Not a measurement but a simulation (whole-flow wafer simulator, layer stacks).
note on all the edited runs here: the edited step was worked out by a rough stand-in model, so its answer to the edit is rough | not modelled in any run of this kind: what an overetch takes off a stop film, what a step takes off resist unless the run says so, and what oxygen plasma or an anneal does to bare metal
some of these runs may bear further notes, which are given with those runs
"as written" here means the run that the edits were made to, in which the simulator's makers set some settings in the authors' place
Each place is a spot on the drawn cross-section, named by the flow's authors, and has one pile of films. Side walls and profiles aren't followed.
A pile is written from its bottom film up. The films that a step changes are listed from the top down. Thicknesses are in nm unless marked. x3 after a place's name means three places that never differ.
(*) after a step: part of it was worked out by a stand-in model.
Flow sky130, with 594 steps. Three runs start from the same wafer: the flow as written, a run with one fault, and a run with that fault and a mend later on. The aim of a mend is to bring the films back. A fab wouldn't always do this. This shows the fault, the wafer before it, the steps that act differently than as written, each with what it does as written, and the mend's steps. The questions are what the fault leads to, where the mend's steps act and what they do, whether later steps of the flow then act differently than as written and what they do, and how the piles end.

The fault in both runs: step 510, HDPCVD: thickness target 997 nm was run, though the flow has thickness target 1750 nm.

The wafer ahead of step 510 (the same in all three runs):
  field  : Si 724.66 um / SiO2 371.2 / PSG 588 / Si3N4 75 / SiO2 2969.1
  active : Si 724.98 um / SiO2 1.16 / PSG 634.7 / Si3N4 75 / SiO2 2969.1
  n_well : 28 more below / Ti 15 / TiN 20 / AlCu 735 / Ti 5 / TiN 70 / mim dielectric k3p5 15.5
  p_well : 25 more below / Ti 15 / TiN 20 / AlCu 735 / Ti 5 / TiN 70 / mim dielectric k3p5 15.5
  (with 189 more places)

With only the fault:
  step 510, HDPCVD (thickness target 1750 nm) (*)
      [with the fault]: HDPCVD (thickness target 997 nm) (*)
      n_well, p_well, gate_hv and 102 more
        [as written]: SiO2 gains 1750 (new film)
        [with the fault]: SiO2 gains 997 (new film)
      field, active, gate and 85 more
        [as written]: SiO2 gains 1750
        [with the fault]: SiO2 gains 997
  Steps further on in the flow that do not act as written (22 other steps are not shown; they differ only slightly, by no more than 2% or 0.5 nm, whichever is larger):
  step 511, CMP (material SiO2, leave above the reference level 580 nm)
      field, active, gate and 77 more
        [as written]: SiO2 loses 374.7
        [with the fault]: nothing
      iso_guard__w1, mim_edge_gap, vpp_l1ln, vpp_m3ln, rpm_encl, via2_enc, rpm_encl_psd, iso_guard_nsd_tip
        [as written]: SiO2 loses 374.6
        [with the fault]: nothing
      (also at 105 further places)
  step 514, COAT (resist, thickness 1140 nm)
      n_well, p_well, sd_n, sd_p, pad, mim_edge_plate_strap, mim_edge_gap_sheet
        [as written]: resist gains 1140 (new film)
        [with the fault]: resist gains 764 (new film)
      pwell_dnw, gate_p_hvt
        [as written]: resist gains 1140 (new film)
        [with the fault]: resist gains 949.7 (new film)
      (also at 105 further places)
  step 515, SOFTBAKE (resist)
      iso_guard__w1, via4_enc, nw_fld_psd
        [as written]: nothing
        [with the fault]: resist loses 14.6
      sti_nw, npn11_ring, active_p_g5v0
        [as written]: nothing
        [with the fault]: resist loses 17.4
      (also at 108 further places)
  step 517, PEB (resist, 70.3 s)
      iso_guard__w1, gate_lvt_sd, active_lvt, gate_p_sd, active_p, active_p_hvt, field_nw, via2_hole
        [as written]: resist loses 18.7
        [with the fault]: resist loses 19.6
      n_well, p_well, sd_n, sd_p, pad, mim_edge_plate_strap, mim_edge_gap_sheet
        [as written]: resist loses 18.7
        [with the fault]: resist loses 11.3
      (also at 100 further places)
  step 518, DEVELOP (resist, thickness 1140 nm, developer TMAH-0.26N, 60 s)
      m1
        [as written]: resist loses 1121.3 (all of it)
        [with the fault]: resist loses 874.1 (all of it)
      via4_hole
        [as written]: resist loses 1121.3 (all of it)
        [with the fault]: resist loses 841.2 (all of it)
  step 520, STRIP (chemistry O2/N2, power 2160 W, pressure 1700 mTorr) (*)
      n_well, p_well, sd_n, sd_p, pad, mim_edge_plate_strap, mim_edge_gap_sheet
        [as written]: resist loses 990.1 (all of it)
        [with the fault]: resist loses 621.4 (all of it)
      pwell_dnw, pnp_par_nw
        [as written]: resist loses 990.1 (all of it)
        [with the fault]: resist loses 796.1 (all of it)
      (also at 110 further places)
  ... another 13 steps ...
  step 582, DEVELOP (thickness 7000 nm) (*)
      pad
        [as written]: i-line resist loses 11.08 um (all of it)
        [with the fault]: i-line resist loses 11.1 um (all of it)
  The piles end different from the flow's at field, active, gate and 87 more by more than 2% or 0.5 nm, whichever is larger.
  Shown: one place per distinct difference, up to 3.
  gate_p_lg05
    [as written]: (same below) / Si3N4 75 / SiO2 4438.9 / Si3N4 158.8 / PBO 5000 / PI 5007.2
    [with the fault]: (same below) / Si3N4 75 / SiO2 3966.1 / TiN 20 / W 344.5 / SiO2 125.2 / Si3N4 158.8 / PBO 5000 / PI 5005.1
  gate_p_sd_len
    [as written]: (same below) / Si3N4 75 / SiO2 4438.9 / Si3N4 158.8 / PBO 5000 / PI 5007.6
    [with the fault]: (same below) / Si3N4 75 / SiO2 3966.1 / TiN 20 / W 344.5 / SiO2 125.2 / Si3N4 158.8 / PBO 5000 / PI 5005.1
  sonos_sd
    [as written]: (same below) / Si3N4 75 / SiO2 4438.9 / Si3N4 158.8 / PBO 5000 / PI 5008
    [with the fault]: (same below) / Si3N4 75 / SiO2 3966.1 / TiN 20 / W 344.5 / SiO2 125.2 / Si3N4 158.8 / PBO 5000 / PI 5001.8

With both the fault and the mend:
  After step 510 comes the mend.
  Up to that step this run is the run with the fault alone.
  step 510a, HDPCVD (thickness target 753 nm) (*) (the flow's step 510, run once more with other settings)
      field, active, n_well and 190 more
        SiO2 gains 753
  Every later step of the flow that is run acts as written at every place that is followed.
  At every place that both follow, the piles at the end match the flow's.
